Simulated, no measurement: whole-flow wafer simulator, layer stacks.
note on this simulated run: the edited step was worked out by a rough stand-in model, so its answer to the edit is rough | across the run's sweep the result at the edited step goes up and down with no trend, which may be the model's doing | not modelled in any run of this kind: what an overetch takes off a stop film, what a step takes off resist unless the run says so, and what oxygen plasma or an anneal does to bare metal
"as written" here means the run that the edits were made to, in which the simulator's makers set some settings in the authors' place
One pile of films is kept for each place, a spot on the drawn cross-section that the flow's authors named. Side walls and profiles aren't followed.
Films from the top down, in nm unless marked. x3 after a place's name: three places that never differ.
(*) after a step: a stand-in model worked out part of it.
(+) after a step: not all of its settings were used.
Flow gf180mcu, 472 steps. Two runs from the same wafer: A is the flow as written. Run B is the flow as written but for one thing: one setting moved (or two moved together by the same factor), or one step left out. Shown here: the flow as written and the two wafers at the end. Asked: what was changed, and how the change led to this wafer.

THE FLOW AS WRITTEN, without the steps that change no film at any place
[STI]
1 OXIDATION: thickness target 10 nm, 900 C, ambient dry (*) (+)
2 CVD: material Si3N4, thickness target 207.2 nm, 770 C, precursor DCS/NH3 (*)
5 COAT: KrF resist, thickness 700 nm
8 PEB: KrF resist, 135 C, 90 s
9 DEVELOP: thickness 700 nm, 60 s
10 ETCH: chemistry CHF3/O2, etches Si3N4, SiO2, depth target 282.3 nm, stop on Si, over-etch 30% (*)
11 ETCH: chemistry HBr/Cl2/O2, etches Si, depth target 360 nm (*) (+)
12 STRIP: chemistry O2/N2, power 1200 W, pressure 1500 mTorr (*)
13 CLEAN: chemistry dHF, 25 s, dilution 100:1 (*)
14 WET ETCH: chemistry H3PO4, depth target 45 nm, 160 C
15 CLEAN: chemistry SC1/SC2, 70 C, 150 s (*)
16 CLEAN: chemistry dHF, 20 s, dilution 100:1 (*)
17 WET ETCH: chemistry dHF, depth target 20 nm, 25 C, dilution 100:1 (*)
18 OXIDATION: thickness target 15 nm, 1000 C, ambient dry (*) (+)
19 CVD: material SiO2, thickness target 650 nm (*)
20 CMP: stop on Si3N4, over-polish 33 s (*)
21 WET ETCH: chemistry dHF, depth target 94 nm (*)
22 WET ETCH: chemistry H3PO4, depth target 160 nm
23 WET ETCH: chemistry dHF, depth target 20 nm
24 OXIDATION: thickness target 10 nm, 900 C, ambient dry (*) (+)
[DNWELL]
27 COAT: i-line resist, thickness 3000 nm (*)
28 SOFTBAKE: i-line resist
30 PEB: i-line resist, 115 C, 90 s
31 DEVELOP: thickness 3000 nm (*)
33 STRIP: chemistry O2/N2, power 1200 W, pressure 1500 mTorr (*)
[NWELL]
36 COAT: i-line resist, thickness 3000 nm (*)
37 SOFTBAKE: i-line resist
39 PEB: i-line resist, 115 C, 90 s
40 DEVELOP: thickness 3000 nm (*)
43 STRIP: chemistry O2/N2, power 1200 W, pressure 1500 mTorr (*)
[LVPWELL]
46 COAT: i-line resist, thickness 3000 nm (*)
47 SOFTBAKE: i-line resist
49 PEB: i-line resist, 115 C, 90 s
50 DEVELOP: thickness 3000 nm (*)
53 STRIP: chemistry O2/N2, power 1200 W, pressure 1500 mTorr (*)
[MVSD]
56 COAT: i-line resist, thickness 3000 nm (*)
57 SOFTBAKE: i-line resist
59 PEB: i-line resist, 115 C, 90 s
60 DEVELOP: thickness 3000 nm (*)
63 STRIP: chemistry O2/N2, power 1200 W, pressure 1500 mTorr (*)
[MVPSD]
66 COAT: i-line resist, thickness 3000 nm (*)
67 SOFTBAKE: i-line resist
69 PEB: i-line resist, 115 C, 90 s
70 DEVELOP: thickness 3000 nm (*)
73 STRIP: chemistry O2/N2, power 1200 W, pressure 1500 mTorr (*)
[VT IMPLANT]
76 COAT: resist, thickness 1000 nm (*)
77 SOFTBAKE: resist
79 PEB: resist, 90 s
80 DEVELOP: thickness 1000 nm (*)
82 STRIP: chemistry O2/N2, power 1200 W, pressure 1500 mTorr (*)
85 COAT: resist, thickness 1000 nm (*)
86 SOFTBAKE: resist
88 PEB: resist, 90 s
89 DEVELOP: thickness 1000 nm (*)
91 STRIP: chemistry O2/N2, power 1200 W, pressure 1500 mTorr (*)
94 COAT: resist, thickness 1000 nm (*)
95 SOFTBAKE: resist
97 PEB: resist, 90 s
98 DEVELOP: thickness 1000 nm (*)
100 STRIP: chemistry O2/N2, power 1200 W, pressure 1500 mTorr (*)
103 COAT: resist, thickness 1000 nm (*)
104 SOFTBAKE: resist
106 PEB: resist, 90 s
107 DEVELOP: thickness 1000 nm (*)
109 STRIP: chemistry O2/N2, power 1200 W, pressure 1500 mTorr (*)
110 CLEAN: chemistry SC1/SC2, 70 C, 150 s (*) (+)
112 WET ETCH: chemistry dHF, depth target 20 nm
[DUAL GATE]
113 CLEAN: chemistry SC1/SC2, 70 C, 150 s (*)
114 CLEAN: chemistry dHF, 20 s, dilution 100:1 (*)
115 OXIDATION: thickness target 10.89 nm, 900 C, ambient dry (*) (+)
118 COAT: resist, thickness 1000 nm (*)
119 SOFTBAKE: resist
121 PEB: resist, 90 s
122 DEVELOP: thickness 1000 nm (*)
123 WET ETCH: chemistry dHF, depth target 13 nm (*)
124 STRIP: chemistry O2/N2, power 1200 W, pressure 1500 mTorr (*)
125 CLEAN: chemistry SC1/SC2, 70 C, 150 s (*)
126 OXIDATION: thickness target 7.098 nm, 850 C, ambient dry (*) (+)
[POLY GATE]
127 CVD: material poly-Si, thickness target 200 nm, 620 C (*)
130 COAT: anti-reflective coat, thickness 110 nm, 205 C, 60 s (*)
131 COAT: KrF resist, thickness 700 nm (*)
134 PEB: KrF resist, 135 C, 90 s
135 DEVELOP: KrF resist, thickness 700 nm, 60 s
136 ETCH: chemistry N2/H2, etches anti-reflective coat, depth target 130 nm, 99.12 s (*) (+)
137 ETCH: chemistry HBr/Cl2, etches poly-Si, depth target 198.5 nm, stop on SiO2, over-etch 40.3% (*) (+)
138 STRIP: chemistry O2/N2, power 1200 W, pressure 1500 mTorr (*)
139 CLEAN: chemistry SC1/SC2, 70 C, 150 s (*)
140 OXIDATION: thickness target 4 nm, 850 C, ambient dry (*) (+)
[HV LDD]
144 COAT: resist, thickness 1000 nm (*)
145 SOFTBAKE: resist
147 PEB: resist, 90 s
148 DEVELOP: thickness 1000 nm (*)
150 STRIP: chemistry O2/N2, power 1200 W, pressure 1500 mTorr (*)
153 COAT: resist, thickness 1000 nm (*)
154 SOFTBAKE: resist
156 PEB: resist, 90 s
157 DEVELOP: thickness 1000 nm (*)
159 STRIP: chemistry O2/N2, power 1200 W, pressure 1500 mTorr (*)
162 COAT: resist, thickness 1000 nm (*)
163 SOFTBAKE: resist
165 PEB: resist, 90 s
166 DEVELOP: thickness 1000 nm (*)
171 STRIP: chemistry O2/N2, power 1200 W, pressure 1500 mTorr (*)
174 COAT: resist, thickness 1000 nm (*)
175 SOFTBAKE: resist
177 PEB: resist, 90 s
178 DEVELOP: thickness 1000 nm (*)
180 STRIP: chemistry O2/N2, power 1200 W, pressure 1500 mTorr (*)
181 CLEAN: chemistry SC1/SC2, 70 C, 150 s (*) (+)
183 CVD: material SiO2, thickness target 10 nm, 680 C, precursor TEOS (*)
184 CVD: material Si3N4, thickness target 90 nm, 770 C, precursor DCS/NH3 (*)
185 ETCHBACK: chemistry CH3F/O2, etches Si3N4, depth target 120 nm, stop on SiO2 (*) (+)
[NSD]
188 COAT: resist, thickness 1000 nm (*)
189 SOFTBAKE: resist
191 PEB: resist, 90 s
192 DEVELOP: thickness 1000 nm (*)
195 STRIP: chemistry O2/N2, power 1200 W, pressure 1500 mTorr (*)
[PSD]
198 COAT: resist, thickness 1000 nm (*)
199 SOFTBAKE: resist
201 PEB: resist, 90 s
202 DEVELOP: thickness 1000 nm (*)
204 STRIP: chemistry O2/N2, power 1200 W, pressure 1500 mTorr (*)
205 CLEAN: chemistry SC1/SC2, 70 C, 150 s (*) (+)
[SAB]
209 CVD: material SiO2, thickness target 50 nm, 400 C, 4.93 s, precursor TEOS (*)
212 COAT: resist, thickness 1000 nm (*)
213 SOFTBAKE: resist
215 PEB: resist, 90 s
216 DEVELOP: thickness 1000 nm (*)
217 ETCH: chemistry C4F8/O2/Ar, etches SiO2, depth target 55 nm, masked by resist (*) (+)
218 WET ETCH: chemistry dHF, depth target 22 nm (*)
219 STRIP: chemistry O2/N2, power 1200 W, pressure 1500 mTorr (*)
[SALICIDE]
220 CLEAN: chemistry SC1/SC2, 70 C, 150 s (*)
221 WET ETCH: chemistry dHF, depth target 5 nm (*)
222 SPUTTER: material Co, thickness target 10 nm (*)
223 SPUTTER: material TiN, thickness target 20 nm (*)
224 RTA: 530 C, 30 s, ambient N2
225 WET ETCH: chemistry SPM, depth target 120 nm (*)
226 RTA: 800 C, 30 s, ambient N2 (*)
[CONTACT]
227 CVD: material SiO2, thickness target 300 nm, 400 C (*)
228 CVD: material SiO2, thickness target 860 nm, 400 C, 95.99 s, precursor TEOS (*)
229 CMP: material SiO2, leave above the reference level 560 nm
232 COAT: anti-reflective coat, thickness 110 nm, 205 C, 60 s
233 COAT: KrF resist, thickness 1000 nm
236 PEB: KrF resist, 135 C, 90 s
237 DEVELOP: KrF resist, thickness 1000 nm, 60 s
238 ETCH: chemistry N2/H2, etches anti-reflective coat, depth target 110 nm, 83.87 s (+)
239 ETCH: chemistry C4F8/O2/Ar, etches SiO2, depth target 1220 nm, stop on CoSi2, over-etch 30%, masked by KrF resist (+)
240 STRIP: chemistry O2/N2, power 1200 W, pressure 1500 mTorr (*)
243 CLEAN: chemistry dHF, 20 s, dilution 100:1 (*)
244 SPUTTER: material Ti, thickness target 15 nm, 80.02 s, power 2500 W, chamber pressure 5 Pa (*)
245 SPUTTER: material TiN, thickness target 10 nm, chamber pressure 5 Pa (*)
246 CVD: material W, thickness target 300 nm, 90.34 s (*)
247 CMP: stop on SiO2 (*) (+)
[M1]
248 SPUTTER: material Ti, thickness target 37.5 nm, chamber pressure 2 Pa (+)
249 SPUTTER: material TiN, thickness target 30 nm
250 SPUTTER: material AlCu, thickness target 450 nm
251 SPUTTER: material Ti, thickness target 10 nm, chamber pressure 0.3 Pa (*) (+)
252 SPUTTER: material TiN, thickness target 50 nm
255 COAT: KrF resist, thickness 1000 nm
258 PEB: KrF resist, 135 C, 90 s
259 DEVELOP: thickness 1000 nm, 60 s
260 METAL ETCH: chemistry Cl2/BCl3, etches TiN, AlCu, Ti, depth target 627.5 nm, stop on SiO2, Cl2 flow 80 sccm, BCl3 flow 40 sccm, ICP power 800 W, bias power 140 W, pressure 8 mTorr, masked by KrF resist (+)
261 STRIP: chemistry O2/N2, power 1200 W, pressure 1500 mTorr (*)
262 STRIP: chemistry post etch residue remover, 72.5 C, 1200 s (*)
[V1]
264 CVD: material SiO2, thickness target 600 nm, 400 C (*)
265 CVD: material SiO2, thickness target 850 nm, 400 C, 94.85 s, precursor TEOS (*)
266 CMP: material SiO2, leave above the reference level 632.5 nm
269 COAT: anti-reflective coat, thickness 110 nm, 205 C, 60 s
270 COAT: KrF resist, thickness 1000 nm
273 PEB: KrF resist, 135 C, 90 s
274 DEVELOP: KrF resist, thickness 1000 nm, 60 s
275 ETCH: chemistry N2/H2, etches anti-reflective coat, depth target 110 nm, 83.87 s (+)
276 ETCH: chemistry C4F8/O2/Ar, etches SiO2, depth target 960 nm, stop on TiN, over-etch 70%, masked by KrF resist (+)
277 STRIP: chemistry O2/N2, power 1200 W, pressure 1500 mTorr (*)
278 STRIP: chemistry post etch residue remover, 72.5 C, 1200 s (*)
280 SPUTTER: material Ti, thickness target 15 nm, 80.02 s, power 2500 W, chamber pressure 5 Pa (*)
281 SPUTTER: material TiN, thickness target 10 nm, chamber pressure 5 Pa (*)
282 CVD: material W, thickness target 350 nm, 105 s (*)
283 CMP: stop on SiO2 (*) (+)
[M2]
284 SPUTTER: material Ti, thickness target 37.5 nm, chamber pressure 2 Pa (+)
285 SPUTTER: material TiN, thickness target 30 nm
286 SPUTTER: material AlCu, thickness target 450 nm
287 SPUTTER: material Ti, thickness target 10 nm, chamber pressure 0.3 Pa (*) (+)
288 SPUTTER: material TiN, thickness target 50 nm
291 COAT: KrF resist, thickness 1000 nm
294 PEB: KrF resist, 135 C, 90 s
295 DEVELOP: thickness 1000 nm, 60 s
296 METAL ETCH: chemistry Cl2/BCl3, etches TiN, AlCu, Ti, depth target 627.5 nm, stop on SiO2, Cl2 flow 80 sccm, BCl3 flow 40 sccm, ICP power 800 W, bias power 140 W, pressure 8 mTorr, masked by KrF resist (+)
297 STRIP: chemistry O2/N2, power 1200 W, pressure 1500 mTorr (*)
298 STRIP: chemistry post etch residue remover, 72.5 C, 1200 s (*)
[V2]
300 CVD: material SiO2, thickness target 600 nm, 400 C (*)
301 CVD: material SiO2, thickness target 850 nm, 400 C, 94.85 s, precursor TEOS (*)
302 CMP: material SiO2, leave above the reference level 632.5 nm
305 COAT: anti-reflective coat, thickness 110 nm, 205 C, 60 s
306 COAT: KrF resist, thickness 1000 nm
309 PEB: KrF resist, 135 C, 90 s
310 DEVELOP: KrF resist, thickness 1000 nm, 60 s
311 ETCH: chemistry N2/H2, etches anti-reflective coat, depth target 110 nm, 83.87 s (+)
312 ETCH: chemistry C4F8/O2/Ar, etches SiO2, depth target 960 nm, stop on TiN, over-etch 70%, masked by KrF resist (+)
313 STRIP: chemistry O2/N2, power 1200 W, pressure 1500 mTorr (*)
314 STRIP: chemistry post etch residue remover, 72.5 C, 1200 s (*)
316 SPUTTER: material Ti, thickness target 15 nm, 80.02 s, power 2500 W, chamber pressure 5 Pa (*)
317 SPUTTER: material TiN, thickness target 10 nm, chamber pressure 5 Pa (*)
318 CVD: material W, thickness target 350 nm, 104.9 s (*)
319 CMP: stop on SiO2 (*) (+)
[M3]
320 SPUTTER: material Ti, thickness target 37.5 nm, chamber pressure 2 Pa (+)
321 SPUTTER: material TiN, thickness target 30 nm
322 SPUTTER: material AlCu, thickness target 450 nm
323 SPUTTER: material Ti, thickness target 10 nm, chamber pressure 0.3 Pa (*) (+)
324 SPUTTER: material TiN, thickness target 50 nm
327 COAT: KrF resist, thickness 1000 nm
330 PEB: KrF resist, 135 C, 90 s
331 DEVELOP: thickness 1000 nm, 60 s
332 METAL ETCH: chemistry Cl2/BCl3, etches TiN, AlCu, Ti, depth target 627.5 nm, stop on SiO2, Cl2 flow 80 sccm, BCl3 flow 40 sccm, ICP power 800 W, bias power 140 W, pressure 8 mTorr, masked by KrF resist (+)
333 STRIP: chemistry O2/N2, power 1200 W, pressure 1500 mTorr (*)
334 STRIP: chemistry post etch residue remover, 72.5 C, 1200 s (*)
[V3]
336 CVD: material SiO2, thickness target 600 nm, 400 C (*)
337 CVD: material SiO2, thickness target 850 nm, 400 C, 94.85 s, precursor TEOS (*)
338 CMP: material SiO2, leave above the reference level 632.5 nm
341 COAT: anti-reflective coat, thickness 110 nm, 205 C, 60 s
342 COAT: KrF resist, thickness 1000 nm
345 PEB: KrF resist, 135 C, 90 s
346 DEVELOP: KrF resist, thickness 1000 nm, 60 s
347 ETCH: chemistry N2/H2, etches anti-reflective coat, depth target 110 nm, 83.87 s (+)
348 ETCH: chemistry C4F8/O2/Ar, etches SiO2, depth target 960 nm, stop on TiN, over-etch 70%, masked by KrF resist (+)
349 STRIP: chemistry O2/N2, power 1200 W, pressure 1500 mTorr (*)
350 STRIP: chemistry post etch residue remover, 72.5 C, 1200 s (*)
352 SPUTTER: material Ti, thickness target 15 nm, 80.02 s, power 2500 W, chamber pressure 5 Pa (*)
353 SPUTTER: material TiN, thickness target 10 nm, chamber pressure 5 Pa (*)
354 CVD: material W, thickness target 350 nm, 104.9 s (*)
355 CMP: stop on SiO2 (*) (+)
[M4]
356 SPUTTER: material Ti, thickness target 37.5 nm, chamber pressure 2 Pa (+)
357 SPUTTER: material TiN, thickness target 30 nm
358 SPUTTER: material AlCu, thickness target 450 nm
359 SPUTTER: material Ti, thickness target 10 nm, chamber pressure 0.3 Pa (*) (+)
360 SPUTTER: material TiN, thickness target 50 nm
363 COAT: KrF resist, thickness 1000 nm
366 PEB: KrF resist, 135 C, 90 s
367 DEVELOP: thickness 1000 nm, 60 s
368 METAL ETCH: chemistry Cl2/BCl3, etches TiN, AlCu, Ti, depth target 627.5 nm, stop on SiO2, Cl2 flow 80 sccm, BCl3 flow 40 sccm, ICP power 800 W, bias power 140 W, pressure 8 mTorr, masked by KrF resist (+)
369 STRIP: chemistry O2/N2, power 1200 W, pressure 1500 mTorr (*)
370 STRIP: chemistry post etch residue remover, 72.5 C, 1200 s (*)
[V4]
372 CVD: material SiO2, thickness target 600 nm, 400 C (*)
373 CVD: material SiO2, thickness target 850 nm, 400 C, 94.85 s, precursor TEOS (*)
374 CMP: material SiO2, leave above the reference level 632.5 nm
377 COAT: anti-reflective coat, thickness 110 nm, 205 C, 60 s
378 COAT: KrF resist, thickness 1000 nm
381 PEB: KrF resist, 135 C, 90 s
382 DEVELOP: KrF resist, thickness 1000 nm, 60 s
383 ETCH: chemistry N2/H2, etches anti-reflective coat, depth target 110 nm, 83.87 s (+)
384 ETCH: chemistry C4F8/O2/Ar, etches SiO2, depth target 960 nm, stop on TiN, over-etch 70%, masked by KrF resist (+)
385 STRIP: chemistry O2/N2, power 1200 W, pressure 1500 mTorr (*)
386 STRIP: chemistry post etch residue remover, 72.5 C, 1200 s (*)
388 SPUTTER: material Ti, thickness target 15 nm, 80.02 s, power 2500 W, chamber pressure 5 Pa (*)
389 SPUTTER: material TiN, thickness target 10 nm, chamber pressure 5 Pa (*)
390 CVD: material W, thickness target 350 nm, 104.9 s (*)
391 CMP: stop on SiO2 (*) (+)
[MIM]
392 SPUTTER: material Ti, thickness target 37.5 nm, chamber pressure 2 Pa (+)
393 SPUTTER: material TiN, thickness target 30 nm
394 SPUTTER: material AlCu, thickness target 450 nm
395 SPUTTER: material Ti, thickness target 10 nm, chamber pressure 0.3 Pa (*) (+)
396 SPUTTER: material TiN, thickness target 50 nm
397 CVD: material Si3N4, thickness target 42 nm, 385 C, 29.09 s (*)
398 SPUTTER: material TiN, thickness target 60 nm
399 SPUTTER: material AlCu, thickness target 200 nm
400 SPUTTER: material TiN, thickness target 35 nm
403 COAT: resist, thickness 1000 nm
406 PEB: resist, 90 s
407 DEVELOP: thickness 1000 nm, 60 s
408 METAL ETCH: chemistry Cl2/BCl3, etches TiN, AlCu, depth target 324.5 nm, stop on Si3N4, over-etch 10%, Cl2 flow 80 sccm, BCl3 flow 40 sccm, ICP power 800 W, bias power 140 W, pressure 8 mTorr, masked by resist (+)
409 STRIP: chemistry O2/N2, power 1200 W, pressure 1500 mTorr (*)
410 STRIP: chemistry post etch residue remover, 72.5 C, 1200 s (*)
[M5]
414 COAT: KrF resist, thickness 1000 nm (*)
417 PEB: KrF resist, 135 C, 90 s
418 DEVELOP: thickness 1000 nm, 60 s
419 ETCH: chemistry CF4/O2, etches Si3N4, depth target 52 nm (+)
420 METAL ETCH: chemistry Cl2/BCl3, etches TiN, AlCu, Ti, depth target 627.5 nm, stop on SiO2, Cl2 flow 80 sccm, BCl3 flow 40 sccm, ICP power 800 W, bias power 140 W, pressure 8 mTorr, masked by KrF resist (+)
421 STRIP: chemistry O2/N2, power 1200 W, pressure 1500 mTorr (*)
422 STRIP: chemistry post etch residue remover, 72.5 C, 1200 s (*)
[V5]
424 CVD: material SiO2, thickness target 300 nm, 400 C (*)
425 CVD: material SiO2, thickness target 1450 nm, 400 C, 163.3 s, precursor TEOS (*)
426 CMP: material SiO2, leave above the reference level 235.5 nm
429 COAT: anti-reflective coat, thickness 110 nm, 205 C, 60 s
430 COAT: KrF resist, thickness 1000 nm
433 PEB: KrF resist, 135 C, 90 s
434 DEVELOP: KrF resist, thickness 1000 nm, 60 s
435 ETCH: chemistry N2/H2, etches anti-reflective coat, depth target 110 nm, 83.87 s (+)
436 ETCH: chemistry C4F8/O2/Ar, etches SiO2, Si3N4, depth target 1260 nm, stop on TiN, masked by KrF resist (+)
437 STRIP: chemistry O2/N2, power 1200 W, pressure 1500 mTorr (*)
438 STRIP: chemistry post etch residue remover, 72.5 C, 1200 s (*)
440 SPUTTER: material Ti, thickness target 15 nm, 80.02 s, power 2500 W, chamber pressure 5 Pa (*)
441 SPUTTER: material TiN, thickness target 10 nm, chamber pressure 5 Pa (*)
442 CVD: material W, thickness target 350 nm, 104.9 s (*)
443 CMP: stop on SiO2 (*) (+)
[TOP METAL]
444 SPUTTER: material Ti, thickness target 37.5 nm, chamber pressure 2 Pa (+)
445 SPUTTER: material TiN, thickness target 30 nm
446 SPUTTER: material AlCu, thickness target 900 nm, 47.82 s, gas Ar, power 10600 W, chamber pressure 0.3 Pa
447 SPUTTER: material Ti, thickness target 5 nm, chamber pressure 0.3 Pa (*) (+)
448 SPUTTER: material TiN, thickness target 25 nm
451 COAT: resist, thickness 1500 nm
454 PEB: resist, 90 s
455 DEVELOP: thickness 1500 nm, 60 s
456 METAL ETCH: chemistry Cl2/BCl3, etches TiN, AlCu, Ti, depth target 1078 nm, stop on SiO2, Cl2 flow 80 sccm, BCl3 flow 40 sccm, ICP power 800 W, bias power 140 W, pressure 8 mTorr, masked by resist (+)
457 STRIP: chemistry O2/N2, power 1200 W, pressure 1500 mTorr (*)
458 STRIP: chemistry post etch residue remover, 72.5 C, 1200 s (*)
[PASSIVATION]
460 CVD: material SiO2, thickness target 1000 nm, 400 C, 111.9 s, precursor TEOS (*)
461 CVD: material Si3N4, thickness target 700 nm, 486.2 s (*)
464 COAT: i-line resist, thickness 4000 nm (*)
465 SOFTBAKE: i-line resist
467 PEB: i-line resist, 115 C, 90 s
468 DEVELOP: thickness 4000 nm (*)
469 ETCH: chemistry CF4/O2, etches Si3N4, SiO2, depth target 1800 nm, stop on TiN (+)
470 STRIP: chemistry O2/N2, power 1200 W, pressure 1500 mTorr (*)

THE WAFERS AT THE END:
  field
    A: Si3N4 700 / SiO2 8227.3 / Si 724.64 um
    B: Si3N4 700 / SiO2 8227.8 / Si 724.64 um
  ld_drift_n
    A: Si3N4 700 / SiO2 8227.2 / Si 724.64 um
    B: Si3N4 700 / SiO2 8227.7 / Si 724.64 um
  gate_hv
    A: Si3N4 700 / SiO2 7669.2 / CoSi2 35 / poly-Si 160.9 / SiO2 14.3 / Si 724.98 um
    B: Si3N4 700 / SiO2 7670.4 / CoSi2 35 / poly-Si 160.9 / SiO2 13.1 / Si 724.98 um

The cause: step 126, OXIDATION: thickness target 5.678 nm was run, where the flow has thickness target 7.098 nm.

How the change led to this, step by step:
  126 OXIDATION: thickness target 7.098 nm, 850 C, ambient dry (*) (+)
      gate_hv, active_hv, active_nat and 25 more: A SiO2 +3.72, Si -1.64 | B SiO2 +2.52, Si -1.11
      active, n_well, p_well and 12 more: A SiO2 +7.1 (new film), chemical SiO2 -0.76 (all of it), Si -2.79 | B SiO2 +5.68 (new film), chemical SiO2 -0.76 (all of it), Si -2.17
  189 SOFTBAKE: resist
      field__w9: A resist +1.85 | B resist -1.05
  199 SOFTBAKE: resist
      field__w9: A resist +1.85 | B resist -1.05
  218 WET ETCH: chemistry dHF, depth target 22 nm (*)
      active, p_well, sd_n, iso_ptap_pw, iso_ntap_nw, iso_ptap_sub, vpnp_e: A SiO2 -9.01 (all of it) | B SiO2 -7.71 (all of it)
      ldn_tap, ldn_src, ldn_drn, ldp_tap, ldp_src, ldp_drn, ldp_gr: A SiO2 -16 (all of it) | B SiO2 -14.8 (all of it)
      (and at 9 more places)
  223 SPUTTER: material TiN, thickness target 20 nm (*)
      field__w12: A TiN +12 (new film) | B TiN +12.6 (new film)
  225 WET ETCH: chemistry SPM, depth target 120 nm (*)
      field__w12: A TiN -12 (all of it), Co -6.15 (all of it) | B TiN -12.6 (all of it), Co -6.15 (all of it)
